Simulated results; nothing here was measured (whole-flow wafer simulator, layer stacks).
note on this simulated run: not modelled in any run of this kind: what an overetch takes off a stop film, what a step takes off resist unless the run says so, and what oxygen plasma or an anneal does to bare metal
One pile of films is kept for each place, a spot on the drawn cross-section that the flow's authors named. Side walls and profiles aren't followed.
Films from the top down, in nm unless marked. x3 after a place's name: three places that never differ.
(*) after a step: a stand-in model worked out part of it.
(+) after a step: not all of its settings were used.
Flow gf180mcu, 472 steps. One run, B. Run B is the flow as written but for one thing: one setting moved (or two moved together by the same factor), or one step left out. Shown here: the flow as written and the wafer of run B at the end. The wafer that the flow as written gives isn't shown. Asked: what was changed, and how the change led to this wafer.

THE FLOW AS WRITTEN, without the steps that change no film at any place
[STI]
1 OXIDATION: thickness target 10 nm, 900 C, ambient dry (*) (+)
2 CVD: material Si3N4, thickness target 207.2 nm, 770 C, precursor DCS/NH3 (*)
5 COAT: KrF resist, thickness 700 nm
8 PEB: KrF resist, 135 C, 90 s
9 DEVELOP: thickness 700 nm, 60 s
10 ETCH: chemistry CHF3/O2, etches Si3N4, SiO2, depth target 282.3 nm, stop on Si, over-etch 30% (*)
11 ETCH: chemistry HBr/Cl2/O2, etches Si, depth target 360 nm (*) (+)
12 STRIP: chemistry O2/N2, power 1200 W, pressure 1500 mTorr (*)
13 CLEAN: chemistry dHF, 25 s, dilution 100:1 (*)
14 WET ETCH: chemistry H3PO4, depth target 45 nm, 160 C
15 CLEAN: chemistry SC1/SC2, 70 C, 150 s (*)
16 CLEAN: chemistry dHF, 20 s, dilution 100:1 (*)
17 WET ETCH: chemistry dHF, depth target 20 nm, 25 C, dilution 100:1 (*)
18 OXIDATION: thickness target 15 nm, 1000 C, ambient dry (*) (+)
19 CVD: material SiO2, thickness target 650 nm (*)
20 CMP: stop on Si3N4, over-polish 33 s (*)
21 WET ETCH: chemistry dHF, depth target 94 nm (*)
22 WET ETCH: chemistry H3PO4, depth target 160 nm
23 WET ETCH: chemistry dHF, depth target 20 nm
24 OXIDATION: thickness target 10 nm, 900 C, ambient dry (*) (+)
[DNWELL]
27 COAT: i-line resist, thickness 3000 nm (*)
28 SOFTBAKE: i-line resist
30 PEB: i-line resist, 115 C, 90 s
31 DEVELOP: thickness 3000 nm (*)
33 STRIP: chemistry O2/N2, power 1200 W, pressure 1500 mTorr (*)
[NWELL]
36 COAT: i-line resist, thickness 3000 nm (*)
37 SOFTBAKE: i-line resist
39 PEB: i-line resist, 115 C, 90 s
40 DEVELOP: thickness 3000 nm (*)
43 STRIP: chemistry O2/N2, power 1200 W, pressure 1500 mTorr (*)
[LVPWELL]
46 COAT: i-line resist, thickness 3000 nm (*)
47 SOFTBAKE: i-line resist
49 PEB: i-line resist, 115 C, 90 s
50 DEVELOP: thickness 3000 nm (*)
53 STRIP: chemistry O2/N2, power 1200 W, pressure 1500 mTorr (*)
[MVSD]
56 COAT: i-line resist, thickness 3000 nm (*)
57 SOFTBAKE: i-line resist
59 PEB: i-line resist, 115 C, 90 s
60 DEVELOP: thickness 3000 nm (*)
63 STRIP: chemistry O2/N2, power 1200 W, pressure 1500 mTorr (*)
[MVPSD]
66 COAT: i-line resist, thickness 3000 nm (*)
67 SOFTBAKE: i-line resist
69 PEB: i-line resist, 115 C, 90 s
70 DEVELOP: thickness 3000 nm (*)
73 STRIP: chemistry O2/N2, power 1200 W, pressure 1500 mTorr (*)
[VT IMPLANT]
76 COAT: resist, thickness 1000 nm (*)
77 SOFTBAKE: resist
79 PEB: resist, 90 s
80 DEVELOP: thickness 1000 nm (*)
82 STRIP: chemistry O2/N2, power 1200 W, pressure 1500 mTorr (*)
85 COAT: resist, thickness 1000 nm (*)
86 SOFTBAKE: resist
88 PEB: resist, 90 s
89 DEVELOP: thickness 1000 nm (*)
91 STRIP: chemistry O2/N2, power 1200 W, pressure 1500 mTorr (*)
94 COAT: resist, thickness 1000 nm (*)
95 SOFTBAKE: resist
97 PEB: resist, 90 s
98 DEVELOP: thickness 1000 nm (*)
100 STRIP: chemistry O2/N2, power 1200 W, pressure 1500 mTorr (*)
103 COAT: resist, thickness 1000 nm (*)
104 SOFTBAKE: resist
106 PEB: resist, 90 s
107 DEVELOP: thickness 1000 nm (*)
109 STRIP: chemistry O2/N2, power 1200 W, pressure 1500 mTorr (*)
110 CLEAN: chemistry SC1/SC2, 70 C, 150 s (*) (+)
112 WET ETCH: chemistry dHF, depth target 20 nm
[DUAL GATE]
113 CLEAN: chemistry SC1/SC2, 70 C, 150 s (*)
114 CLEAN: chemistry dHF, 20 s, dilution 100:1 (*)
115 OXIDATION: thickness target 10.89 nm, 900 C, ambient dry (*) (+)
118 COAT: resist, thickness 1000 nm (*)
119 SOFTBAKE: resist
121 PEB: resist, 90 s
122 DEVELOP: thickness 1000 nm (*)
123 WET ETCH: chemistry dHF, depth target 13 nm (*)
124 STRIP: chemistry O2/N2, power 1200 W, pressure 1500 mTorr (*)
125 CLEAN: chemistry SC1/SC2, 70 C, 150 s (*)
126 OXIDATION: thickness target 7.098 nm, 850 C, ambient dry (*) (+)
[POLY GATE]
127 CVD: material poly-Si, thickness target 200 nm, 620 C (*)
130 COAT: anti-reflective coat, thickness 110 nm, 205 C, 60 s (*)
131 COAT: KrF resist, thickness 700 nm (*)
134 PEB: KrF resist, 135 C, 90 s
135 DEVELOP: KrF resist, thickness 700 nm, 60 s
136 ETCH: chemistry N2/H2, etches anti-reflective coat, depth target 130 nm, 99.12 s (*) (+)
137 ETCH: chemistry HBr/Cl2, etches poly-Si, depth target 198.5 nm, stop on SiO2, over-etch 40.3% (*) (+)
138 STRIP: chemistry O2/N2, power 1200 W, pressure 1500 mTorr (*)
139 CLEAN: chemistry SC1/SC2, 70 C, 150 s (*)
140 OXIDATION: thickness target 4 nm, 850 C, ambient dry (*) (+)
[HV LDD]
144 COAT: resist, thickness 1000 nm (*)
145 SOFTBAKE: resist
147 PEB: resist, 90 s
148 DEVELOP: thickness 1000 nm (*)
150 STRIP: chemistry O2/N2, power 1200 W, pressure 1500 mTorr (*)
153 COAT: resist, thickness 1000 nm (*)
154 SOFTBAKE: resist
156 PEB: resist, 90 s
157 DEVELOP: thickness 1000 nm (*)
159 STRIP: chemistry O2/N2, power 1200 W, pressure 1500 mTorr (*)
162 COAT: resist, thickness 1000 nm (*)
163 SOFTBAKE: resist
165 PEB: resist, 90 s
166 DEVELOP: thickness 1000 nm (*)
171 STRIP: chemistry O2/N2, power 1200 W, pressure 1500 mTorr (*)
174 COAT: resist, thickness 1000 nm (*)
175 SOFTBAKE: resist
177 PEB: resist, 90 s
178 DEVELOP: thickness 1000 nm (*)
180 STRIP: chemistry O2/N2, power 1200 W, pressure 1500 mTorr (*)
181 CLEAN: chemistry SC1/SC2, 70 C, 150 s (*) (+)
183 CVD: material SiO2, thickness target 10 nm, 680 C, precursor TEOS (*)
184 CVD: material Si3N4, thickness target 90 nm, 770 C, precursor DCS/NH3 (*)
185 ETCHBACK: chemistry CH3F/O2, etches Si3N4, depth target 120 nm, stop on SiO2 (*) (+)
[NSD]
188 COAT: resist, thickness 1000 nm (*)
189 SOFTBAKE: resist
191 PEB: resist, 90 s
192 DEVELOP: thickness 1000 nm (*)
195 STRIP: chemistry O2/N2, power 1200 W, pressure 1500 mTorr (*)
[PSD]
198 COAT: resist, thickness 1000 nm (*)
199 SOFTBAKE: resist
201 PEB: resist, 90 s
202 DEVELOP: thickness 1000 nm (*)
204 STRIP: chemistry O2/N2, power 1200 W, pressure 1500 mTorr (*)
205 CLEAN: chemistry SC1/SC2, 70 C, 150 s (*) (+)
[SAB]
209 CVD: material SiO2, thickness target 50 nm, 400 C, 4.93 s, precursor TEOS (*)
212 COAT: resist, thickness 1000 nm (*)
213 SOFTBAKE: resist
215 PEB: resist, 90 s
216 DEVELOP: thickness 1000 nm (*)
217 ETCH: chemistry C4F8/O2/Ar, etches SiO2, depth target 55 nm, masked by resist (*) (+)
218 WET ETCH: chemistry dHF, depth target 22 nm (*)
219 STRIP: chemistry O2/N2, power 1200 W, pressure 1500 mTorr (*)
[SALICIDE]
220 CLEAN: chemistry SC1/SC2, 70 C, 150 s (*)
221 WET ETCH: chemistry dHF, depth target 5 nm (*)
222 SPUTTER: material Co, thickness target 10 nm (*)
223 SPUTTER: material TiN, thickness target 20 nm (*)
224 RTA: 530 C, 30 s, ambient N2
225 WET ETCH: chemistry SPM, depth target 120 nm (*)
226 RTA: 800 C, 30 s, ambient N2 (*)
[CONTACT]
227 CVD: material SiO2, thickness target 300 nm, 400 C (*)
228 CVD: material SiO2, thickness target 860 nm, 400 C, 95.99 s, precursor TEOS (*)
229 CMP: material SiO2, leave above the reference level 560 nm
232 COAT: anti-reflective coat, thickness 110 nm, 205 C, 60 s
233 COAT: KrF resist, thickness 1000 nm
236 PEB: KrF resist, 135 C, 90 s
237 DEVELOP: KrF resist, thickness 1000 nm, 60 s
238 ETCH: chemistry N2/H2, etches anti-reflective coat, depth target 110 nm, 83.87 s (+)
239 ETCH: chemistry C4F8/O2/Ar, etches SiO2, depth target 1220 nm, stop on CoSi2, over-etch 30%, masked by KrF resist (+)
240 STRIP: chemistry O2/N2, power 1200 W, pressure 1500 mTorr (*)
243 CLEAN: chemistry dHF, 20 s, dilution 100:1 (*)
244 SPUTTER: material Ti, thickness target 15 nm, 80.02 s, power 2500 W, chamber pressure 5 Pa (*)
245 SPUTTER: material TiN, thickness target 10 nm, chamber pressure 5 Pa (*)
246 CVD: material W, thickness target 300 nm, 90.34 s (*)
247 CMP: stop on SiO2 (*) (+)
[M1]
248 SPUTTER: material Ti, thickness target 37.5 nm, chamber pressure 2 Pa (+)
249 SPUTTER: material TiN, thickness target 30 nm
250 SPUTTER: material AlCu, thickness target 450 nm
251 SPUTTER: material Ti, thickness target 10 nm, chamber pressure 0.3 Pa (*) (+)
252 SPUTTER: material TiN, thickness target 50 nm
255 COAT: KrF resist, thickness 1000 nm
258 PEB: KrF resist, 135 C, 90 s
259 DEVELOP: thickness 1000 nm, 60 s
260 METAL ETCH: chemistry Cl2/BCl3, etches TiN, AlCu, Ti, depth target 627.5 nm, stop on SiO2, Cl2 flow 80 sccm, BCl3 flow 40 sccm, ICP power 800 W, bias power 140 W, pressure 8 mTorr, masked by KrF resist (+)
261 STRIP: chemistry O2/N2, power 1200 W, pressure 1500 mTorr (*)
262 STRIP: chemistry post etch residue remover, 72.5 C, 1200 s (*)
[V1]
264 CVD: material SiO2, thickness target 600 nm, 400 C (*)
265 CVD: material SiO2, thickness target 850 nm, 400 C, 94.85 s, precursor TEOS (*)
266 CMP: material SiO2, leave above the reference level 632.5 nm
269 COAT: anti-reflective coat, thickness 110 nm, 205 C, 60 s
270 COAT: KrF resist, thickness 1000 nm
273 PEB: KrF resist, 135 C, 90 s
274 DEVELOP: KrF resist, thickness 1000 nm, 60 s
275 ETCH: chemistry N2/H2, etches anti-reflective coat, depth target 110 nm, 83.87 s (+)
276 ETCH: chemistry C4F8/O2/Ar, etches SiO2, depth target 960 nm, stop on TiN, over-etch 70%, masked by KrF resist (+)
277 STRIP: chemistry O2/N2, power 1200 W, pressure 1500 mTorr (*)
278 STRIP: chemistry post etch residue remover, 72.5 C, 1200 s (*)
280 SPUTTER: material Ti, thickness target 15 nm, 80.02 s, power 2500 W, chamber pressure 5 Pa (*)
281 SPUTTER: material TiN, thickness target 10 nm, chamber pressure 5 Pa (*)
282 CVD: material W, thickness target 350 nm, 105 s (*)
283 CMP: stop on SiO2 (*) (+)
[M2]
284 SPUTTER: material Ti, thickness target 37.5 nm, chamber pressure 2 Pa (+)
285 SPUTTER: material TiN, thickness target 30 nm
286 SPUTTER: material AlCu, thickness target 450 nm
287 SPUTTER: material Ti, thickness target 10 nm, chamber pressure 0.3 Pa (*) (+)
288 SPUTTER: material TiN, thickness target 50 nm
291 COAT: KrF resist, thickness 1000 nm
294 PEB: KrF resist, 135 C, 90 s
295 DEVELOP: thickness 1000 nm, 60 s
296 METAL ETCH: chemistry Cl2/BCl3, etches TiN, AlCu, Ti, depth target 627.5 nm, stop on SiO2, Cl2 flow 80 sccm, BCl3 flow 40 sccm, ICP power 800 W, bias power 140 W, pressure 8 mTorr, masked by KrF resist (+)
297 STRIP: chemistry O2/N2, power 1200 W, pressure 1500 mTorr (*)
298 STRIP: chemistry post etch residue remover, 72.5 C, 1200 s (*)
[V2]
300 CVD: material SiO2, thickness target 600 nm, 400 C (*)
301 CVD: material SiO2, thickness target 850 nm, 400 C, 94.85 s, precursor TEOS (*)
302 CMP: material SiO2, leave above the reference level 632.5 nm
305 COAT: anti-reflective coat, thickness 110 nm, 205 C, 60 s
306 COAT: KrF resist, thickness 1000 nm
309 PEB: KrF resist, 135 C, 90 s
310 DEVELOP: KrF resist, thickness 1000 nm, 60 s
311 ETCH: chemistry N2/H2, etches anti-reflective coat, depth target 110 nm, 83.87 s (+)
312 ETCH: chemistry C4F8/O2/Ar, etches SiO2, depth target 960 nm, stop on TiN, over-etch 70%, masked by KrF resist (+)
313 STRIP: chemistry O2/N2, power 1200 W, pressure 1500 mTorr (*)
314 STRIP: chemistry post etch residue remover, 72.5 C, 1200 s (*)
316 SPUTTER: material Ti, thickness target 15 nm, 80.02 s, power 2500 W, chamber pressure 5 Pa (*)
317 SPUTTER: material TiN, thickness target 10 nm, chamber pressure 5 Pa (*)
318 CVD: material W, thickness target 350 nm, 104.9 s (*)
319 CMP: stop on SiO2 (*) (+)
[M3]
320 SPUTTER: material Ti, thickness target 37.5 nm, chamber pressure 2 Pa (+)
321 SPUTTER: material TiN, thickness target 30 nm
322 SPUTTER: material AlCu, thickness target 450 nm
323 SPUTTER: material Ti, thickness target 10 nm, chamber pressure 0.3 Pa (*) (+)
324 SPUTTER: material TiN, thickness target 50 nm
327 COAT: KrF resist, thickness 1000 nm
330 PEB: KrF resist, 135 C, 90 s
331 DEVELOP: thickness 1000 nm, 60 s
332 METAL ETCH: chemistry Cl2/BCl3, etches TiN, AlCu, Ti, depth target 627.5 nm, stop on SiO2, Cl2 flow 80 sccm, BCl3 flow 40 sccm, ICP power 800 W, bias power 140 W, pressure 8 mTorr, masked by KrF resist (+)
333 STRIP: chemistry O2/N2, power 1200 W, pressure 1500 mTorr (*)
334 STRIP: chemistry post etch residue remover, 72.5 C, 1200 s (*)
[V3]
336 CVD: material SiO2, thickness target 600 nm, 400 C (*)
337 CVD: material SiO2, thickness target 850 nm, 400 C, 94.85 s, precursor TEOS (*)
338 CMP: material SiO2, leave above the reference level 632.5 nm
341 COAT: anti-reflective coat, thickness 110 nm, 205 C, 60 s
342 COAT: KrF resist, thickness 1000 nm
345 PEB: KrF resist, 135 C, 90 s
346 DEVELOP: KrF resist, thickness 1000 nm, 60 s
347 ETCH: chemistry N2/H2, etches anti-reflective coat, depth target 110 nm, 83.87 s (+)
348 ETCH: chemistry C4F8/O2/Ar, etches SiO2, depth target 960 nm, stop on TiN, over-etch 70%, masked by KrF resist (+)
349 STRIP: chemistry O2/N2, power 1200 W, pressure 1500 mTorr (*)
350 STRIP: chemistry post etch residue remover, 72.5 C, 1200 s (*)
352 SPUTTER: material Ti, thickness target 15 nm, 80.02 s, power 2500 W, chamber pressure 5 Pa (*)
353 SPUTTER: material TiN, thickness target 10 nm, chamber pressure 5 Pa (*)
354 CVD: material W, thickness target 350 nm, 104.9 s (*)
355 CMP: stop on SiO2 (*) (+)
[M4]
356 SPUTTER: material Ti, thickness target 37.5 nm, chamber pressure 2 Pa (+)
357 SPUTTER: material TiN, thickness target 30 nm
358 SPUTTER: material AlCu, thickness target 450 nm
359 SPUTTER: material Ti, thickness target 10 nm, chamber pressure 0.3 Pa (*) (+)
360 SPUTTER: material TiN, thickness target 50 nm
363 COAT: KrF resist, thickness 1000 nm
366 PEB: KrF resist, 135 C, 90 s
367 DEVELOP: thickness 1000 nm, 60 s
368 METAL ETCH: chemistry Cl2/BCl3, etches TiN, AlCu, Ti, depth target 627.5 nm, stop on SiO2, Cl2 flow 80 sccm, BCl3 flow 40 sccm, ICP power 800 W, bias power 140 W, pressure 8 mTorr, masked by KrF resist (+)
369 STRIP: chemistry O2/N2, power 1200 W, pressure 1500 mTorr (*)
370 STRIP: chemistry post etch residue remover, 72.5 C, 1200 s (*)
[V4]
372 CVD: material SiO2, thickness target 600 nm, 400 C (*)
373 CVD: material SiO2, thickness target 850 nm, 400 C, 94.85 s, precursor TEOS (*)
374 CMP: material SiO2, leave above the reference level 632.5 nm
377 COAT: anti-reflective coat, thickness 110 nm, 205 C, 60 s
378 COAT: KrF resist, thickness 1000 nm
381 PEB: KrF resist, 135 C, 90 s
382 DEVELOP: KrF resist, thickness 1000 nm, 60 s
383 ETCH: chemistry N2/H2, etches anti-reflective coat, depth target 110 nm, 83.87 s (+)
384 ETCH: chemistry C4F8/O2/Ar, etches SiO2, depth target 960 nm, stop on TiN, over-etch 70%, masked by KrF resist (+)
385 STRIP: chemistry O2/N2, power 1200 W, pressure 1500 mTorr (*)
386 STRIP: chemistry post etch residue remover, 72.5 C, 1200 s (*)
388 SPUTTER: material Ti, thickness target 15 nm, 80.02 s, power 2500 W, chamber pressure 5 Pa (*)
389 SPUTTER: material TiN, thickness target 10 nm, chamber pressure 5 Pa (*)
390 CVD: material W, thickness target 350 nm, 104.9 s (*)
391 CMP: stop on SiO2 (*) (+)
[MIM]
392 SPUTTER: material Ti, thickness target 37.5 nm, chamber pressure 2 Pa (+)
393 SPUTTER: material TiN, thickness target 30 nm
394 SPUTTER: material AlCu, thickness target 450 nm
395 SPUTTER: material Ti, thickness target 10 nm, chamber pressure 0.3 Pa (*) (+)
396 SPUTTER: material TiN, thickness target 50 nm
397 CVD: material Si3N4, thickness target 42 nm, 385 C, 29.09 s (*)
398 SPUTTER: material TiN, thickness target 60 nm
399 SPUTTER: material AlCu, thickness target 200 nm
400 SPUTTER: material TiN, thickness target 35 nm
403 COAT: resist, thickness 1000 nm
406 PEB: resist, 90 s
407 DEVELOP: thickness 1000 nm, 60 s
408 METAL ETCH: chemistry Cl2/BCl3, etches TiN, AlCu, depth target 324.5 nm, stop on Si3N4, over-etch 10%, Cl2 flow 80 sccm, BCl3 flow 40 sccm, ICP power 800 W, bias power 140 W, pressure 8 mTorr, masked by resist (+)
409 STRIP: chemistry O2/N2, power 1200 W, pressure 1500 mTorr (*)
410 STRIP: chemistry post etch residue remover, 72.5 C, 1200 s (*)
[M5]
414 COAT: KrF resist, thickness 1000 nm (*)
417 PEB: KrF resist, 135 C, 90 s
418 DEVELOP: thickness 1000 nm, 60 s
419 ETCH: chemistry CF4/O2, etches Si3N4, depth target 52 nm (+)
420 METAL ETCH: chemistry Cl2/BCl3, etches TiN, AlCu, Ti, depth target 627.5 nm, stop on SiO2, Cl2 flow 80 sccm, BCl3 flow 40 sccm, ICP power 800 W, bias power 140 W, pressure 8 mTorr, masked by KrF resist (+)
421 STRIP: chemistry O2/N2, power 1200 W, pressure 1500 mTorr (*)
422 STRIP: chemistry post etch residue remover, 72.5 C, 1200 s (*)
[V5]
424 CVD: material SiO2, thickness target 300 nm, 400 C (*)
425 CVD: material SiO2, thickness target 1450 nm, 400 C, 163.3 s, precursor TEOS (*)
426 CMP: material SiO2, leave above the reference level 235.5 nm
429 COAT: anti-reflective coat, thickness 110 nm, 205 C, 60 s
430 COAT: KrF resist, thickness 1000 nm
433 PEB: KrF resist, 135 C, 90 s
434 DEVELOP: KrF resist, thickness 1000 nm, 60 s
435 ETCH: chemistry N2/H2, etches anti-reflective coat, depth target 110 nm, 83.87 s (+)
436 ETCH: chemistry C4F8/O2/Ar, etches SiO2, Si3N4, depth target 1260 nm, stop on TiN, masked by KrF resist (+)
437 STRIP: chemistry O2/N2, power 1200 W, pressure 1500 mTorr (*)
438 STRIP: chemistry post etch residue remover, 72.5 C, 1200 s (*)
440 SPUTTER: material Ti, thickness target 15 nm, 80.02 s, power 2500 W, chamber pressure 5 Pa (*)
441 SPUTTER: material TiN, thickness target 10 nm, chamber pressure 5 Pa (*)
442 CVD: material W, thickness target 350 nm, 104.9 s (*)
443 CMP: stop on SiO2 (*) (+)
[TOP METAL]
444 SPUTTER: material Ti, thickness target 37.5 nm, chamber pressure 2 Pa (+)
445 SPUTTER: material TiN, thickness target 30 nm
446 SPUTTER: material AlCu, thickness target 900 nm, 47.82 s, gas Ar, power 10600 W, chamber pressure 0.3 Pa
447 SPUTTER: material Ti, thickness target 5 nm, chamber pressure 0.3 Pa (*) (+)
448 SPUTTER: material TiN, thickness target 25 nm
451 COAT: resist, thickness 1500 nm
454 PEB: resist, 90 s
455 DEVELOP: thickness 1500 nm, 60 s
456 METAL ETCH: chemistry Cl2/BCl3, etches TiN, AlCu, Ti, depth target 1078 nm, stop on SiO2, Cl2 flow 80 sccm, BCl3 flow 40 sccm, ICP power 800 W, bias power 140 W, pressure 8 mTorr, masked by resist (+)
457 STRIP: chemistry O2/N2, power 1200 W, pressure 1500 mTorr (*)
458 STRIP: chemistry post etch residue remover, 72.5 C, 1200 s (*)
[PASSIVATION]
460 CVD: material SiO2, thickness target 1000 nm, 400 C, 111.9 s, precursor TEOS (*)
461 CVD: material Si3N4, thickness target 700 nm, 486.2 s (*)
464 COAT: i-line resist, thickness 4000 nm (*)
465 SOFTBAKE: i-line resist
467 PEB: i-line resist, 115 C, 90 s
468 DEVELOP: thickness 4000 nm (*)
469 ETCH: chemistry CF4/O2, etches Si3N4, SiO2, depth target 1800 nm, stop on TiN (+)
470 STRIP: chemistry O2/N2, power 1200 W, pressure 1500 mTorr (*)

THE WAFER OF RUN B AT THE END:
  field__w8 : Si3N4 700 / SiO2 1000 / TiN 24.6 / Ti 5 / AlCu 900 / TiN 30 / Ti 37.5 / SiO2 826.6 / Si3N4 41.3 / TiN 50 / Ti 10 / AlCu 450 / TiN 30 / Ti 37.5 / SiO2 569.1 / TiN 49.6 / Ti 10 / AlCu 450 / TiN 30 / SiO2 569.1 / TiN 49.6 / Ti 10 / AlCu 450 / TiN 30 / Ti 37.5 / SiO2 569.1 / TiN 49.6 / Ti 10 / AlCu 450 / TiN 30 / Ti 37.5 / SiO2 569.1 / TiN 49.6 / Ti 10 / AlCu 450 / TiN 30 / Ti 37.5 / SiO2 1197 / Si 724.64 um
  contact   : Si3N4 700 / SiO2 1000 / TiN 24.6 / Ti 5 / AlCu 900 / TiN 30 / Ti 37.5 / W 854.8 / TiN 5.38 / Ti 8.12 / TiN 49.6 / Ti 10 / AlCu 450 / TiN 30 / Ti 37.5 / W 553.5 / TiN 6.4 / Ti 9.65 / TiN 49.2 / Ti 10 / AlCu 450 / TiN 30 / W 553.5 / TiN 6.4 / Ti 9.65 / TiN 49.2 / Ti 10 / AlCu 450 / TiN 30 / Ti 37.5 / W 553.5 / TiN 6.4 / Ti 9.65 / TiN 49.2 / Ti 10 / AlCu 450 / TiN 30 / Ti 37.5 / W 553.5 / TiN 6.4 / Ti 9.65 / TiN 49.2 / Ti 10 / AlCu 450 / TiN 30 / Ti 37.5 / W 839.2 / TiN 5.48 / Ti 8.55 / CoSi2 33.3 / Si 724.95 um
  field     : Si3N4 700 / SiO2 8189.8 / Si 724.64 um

The cause: step 356, SPUTTER: material Ti, thickness target 37.5 nm, chamber pressure 2 Pa (+), was left out.

How the change led to this, step by step:
  368 METAL ETCH: chemistry Cl2/BCl3, etches TiN, AlCu, Ti, depth target 627.5 nm, stop on SiO2, Cl2 flow 80 sccm, BCl3 flow 40 sccm, ICP power 800 W, bias power 140 W, pressure 8 mTorr, masked by KrF resist (+)
      field, field__w1, field__w2 and 103 more: TiN -50 (all of it), Ti -10 (all of it), AlCu -450 (all of it), TiN -30 (all of it) (as written it would be: TiN -50 (all of it), Ti -10 (all of it), AlCu -450 (all of it), TiN -30 (all of it), Ti -37.5 (all of it))
  374 CMP: material SiO2, leave above the reference level 632.5 nm
      field, field__w1, field__w2 and 103 more: SiO2 -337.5 (as written it would be: SiO2 -300)
